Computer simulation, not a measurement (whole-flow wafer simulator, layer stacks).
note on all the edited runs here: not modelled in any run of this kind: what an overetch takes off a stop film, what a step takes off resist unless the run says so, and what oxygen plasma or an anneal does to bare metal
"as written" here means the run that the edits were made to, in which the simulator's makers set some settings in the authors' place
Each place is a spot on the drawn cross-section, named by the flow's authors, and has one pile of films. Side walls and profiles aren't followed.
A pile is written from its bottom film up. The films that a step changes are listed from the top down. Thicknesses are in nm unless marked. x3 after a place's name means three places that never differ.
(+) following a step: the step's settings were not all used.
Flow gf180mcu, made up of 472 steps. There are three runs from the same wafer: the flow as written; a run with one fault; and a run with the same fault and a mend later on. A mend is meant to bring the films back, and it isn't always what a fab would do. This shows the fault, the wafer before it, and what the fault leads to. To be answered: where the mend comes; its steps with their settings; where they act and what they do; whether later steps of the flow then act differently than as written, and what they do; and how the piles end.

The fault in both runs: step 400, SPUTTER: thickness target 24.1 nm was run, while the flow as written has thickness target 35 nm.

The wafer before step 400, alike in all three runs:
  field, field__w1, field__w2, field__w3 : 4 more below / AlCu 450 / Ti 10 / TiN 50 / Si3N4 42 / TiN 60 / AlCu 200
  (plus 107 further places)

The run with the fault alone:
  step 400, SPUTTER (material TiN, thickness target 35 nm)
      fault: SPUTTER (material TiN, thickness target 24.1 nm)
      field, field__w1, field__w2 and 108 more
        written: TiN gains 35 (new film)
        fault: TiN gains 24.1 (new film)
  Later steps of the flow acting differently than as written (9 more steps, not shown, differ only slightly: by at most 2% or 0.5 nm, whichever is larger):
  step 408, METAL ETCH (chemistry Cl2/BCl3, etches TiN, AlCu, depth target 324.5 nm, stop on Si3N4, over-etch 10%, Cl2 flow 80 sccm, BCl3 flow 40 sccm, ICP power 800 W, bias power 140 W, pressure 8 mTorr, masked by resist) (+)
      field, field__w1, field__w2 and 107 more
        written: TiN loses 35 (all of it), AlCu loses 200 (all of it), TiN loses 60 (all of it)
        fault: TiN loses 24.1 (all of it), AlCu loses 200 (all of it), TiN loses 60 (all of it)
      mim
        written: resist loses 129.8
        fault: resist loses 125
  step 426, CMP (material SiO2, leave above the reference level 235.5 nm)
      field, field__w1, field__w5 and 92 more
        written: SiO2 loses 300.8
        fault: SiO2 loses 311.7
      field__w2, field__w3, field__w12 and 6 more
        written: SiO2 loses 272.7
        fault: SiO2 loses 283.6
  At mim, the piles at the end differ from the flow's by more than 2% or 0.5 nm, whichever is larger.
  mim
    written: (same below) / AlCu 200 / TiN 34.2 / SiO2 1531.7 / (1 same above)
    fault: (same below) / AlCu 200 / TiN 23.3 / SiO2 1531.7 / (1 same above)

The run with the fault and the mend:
  The mend stands after step 400.
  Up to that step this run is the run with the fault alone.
  step 400a, SPUTTER (material TiN, thickness target 10.9 nm) (the flow's step 400, run once more with other settings)
      field, field__w1, field__w2 and 108 more
        TiN gains 10.9
  None of the later steps of the flow acts differently than as written at any place that is followed.
  The piles end the same as the flow's at every place that both follow.
